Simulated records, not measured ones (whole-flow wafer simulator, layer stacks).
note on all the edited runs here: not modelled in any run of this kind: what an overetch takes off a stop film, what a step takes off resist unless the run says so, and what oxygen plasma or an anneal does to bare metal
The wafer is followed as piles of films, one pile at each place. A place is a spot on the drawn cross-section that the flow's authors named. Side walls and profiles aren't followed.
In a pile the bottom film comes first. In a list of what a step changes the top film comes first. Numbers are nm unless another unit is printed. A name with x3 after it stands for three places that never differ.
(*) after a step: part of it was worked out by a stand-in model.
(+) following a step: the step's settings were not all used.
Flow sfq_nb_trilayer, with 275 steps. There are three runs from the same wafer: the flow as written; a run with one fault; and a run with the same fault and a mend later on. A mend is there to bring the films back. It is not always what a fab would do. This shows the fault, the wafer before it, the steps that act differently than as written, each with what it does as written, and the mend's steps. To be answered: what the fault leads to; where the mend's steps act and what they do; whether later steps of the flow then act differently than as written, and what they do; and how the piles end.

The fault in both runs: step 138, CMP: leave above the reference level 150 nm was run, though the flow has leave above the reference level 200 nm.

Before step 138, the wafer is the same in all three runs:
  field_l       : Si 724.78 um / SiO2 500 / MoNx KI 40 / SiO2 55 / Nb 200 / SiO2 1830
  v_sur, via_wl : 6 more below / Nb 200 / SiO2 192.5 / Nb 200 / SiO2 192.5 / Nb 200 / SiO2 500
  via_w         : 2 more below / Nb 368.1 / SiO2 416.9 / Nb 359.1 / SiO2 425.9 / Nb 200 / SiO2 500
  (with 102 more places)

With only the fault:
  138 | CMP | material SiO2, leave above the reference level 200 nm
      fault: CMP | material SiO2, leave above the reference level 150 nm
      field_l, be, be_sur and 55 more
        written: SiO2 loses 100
        fault: SiO2 loses 150
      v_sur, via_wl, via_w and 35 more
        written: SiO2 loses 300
        fault: SiO2 loses 350
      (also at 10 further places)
  Steps later in the flow that act otherwise than as written (6 other steps are not shown; they differ only slightly, by no more than 2% or 0.5 nm, whichever is larger):
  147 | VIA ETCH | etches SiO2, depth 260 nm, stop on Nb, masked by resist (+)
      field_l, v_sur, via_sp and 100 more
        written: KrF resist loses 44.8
        fault: KrF resist loses 38.8
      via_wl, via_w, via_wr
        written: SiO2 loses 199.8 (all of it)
        fault: SiO2 loses 149.8 (all of it)
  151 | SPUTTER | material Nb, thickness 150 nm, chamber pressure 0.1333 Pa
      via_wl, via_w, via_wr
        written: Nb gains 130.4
        fault: Nb gains 136.2
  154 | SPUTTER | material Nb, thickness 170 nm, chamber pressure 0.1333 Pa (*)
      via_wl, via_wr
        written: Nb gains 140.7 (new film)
        fault: Nb gains 149.4 (new film)
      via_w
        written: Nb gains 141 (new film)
        fault: Nb gains 149.7 (new film)
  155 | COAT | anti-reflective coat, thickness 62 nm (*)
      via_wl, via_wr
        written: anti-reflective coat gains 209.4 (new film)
        fault: anti-reflective coat gains 163.1 (new film)
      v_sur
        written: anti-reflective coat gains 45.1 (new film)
        fault: anti-reflective coat gains 47.3 (new film)
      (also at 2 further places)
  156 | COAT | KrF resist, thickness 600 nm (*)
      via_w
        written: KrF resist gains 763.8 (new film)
        fault: KrF resist gains 716.3 (new film)
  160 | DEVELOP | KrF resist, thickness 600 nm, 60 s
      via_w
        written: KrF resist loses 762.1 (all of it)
        fault: KrF resist loses 714.8 (all of it)
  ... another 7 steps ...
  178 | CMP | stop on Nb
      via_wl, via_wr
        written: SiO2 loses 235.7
        fault: SiO2 loses 291.5
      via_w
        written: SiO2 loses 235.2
        fault: SiO2 loses 291
  At v_sur, via_wl, via_w and 78 more, the piles at the end differ from the flow's by more than 2% or 0.5 nm, whichever is larger.
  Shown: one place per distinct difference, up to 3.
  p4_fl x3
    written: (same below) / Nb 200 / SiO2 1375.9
    fault: (same below) / Nb 200 / SiO2 1325.9
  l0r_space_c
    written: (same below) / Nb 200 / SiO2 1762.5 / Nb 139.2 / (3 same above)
    fault: (same below) / Nb 200 / SiO2 1712.5 / Nb 139.2 / (3 same above)
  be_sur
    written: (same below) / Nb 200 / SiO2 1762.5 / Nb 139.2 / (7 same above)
    fault: (same below) / Nb 200 / SiO2 1712.5 / Nb 139.2 / (7 same above)

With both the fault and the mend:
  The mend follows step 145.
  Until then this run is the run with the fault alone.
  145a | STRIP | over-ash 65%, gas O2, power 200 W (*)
      field_l, v_sur, via_sp and 100 more
        KrF resist loses 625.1 (all of it), anti-reflective coat loses 62 (all of it)
      via_wl, via_w, via_wr
        anti-reflective coat loses 62 (all of it)
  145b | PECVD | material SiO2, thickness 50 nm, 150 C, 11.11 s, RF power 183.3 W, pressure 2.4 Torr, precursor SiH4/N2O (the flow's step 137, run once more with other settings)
      field_l, v_sur, via_wl and 103 more
        SiO2 gains 50
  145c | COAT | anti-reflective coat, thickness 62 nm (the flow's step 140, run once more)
      field_l, v_sur, via_wl and 103 more
        anti-reflective coat gains 62 (new film)
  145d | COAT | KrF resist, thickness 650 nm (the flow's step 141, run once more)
      field_l, v_sur, via_wl and 103 more
        KrF resist gains 650 (new film)
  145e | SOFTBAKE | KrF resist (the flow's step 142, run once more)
      alters no film at any place that is followed
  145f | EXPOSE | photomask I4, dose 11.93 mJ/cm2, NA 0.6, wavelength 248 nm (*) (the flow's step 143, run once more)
      alters no film at any place that is followed
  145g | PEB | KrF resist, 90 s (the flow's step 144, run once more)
      field_l, v_sur, via_wl and 103 more
        KrF resist loses 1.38
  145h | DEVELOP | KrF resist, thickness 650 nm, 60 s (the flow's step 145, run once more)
      field_l, v_sur, via_sp and 100 more
        KrF resist loses 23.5
      via_wl, via_w, via_wr
        KrF resist loses 648.6 (all of it)
  None of the later steps of the flow differs from how it acts as written, at any place that is followed, by more than 2% or 0.5 nm, whichever is larger.
  The piles end only slightly different from the flow's at the places that both follow, by no more than 2% or 0.5 nm, whichever is larger.
